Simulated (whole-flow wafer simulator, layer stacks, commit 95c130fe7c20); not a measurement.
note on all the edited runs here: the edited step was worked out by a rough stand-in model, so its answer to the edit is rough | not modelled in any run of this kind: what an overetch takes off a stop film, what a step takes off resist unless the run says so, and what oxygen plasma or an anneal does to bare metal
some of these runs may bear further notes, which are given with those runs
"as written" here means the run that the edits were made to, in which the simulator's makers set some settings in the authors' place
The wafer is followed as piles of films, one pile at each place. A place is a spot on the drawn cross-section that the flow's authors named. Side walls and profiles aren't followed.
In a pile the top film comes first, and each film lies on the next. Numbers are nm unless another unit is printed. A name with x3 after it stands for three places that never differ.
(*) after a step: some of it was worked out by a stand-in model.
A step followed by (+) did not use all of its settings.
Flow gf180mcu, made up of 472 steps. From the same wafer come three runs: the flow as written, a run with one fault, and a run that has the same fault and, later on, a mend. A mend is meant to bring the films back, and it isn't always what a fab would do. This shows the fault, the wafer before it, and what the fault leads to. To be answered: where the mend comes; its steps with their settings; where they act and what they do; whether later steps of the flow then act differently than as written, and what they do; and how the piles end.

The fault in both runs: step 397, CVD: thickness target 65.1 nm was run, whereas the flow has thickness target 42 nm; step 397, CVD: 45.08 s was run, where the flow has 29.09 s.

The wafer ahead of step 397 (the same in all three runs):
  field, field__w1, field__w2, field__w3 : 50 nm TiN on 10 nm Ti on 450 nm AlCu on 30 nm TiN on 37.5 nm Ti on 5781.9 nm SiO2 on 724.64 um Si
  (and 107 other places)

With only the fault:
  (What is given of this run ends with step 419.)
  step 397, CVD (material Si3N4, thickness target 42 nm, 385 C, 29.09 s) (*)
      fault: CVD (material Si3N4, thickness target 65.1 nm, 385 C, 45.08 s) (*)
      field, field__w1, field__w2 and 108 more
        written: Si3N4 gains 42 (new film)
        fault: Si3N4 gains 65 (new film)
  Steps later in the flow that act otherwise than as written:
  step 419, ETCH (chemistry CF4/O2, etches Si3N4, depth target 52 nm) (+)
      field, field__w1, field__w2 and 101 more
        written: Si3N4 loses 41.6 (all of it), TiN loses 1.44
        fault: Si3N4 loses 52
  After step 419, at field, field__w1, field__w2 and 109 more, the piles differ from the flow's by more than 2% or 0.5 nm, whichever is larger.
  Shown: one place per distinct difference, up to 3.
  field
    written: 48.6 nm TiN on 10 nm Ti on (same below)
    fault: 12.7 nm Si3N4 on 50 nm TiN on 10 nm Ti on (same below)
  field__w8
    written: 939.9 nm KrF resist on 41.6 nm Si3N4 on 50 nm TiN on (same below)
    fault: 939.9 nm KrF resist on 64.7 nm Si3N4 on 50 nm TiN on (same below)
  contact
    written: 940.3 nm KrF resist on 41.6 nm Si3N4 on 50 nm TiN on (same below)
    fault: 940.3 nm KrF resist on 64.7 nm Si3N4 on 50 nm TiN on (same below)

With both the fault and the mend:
  The mend follows step 418.
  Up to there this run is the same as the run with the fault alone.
  step 419, ETCH (chemistry CF4/O2, etches Si3N4, depth target 75.1 nm) (+) (the flow's step 419, as written with depth target 52 nm)
      field, field__w1, field__w2 and 101 more
        Si3N4 loses 64.7 (all of it), TiN loses 1.45
      field__w4, field__w8, contact, m1, m1__w1, mim, mim_1p0, m1_nw
        KrF resist loses 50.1
  Steps later in the flow that act otherwise than as written (4 other steps are not shown; they differ only slightly, by no more than 2% or 0.5 nm, whichever is larger):
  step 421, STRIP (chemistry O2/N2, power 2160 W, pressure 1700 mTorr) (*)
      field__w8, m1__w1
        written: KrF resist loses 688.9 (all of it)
        mend: KrF resist loses 673.5 (all of it)
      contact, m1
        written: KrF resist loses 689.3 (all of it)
        mend: KrF resist loses 673.9 (all of it)
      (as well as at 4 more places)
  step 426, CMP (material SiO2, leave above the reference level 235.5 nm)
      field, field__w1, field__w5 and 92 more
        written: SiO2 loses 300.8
        mend: SiO2 loses 277.8
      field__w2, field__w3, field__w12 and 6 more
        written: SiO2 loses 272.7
        mend: SiO2 loses 248.6
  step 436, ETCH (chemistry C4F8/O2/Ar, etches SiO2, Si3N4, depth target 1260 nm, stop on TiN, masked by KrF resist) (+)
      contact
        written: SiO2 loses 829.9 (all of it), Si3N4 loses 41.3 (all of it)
        mend: SiO2 loses 829.9 (all of it), Si3N4 loses 64.3 (all of it)
  At field__w4, field__w8, contact, m1, m1__w1, mim, mim_1p0, m1_nw, the piles at the end differ from the flow's by more than 2% or 0.5 nm, whichever is larger.
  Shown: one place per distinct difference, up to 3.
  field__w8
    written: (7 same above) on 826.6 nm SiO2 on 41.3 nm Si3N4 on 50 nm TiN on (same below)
    mend: (7 same above) on 826.6 nm SiO2 on 64.3 nm Si3N4 on 50 nm TiN on (same below)
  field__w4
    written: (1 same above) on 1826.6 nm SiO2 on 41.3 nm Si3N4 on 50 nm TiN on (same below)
    mend: (1 same above) on 1826.6 nm SiO2 on 64.3 nm Si3N4 on 50 nm TiN on (same below)
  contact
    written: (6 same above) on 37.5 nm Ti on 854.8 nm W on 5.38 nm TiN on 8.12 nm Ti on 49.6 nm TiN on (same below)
    mend: (6 same above) on 37.5 nm Ti on 878 nm W on 5.31 nm TiN on 8.01 nm Ti on 49.6 nm TiN on (same below)
